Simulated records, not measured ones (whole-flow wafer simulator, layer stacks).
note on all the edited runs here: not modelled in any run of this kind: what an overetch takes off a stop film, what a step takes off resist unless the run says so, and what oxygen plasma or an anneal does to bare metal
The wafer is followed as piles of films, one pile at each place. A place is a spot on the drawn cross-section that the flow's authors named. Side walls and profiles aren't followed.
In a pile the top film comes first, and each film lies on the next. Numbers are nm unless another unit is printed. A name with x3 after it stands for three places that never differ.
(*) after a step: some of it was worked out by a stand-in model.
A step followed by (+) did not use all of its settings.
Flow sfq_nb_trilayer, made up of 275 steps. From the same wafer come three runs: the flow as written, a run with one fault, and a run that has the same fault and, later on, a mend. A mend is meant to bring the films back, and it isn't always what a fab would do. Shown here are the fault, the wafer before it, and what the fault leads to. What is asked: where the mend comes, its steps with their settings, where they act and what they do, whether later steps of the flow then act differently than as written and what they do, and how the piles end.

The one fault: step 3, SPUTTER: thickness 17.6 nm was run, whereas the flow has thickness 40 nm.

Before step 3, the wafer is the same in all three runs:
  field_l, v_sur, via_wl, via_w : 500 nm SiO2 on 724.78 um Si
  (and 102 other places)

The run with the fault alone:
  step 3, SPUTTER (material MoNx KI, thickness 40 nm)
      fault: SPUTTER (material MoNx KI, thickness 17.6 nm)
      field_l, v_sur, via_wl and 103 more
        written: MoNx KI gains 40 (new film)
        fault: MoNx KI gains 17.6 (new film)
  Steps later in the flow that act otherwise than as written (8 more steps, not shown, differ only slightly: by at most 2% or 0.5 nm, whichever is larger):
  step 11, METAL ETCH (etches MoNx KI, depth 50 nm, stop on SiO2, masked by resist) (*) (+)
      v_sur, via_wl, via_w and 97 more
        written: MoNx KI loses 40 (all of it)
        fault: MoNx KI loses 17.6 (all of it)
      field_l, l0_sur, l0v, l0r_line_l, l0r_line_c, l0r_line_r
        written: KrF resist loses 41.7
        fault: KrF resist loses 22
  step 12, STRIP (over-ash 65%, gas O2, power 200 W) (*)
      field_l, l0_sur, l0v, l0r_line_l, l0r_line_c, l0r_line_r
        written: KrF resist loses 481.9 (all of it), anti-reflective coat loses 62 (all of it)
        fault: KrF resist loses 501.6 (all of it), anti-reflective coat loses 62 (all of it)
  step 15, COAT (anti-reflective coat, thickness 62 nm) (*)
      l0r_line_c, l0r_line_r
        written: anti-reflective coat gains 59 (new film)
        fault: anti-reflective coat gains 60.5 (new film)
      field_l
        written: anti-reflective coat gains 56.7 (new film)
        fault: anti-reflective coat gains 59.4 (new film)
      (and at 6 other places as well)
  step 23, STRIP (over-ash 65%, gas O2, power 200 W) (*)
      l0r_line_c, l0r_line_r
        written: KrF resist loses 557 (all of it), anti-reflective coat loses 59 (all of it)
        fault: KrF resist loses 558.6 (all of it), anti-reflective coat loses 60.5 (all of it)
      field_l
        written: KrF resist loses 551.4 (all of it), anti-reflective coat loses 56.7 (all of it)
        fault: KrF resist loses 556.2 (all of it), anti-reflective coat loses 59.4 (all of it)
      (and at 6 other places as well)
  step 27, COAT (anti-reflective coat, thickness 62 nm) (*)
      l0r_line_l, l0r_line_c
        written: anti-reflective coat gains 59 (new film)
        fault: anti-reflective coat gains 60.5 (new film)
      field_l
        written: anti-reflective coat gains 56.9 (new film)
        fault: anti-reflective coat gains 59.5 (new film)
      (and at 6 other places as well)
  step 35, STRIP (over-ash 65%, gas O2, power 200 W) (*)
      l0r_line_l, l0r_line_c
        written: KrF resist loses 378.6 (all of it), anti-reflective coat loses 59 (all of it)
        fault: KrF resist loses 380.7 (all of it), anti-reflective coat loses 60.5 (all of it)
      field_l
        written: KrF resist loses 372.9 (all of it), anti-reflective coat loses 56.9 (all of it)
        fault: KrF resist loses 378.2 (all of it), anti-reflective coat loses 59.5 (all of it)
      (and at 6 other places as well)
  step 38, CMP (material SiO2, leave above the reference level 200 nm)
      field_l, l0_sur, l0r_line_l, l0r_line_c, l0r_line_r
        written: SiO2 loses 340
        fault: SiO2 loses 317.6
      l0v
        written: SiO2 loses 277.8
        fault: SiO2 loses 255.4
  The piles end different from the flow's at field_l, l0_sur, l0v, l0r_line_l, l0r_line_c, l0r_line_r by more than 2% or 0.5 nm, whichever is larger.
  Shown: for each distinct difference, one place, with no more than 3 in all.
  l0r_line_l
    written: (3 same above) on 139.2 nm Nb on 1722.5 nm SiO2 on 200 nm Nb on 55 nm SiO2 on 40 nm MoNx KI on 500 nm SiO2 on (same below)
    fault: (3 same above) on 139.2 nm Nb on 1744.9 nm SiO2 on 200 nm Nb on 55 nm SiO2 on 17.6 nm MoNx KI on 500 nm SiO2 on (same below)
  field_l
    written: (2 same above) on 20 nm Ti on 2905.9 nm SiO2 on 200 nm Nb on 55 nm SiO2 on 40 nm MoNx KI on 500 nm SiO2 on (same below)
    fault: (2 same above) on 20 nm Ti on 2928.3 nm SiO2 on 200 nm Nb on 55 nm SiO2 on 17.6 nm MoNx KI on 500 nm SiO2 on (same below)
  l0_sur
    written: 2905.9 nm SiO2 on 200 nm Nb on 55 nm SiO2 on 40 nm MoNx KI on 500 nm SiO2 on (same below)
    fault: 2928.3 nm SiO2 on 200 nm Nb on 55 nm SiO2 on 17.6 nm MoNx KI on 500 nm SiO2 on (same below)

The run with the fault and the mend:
  The mend follows step 3.
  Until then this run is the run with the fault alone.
  step 3a, SPUTTER (material MoNx KI, thickness 22.4 nm) (the flow's step 3, run once more with other settings)
      field_l, v_sur, via_wl and 103 more
        MoNx KI gains 22.4
  Every later step of the flow that is run acts as written at every place that is followed.
  At every place that both follow, the piles at the end match the flow's.
